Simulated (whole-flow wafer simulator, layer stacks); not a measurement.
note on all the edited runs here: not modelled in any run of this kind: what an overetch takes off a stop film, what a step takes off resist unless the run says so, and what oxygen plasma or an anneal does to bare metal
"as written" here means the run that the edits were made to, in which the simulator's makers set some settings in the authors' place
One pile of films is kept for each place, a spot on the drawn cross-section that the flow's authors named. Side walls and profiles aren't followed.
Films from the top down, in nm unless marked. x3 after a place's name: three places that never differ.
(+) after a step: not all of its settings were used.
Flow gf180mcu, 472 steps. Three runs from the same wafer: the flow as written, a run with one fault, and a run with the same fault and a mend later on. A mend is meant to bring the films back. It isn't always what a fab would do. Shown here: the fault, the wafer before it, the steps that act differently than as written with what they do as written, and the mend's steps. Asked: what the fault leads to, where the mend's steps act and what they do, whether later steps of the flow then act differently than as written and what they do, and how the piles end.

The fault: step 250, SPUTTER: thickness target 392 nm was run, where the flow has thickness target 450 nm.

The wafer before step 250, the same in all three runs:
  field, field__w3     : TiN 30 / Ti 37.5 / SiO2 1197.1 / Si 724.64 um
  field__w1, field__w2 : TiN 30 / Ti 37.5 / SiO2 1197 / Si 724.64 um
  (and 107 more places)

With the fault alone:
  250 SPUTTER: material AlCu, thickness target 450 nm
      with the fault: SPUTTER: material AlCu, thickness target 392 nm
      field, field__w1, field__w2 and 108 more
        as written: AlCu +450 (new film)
        with the fault: AlCu +392 (new film)
  Later steps of the flow that act differently than as written:
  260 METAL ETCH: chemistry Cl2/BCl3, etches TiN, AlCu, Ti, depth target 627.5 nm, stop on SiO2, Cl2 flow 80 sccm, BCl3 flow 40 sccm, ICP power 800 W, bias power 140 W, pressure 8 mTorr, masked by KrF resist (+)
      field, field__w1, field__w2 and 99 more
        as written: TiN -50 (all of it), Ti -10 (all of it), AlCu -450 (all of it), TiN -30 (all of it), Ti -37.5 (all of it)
        with the fault: TiN -50 (all of it), Ti -10 (all of it), AlCu -392 (all of it), TiN -30 (all of it), Ti -37.5 (all of it)
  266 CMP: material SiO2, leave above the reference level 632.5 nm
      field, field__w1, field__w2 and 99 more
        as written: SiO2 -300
        with the fault: SiO2 -358
  At the end the piles differ from the flow's by more than 2% or 0.5 nm, whichever is larger, at field__w8, contact, m1 and 6 more.
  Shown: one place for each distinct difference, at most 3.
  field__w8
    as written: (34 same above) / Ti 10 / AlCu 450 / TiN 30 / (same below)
    with the fault: (34 same above) / Ti 10 / AlCu 392 / TiN 30 / (same below)
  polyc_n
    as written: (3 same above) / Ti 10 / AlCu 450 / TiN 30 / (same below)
    with the fault: (3 same above) / Ti 10 / AlCu 392 / TiN 30 / (same below)
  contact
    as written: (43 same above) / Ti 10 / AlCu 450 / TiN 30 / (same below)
    with the fault: (43 same above) / Ti 10 / AlCu 392 / TiN 30 / (same below)

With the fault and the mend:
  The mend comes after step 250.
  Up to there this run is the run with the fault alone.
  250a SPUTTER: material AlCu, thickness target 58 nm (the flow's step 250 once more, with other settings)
      field, field__w1, field__w2 and 108 more
        AlCu +58
  No later step of the flow acts differently than as written at any place that is followed.
  At the end the piles are the same as the flow's at every place that both follow.
